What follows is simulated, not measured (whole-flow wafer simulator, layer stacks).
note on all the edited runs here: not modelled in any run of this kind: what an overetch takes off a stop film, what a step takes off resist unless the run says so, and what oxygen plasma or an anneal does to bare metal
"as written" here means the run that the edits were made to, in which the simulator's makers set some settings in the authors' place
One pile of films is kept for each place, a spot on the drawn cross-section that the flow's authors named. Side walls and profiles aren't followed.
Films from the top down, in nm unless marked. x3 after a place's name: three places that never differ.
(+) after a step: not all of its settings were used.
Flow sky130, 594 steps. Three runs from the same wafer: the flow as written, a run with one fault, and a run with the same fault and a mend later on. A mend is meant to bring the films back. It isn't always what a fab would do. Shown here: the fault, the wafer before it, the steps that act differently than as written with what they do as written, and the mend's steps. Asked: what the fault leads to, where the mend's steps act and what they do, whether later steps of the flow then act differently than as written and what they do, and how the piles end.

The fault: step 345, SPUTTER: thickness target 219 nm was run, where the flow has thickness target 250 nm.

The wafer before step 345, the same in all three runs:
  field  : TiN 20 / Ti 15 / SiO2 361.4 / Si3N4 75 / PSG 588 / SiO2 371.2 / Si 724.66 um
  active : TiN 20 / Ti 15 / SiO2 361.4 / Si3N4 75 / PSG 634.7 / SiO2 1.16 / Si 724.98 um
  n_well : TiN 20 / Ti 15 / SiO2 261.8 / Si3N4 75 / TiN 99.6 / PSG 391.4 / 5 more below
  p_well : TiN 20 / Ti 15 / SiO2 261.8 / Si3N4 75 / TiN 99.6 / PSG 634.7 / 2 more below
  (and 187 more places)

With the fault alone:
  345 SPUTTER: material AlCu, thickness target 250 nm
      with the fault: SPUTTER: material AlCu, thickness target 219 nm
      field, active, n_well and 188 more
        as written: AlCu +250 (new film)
        with the fault: AlCu +219 (new film)
  Later steps of the flow that act differently than as written (18 more steps differ only slightly, by at most 2% or 0.5 nm, whichever is larger, and aren't shown):
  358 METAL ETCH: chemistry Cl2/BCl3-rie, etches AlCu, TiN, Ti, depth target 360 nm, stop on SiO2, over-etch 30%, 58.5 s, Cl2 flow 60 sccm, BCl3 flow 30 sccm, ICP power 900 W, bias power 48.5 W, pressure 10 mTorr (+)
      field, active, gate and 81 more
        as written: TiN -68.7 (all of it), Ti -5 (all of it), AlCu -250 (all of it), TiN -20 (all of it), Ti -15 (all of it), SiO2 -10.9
        with the fault: TiN -68.7 (all of it), Ti -5 (all of it), AlCu -219 (all of it), TiN -20 (all of it), Ti -15 (all of it), SiO2 -14
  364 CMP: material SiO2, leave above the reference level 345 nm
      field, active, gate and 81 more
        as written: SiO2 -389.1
        with the fault: SiO2 -417
  At the end the piles differ from the flow's by more than 2% or 0.5 nm, whichever is larger, at n_well, p_well, gate_hv and 108 more.
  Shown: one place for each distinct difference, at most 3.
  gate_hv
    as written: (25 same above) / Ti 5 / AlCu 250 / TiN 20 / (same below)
    with the fault: (25 same above) / Ti 5 / AlCu 219 / TiN 20 / (same below)
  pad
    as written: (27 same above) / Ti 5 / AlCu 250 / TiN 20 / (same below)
    with the fault: (27 same above) / Ti 5 / AlCu 219 / TiN 20 / (same below)
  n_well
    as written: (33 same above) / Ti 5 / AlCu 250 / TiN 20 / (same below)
    with the fault: (33 same above) / Ti 5 / AlCu 219 / TiN 20 / (same below)

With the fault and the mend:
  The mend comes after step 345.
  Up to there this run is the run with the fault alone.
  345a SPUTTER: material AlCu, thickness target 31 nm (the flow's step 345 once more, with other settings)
      field, active, n_well and 188 more
        AlCu +31
  No later step of the flow acts differently than as written at any place that is followed.
  At the end the piles are the same as the flow's at every place that both follow.
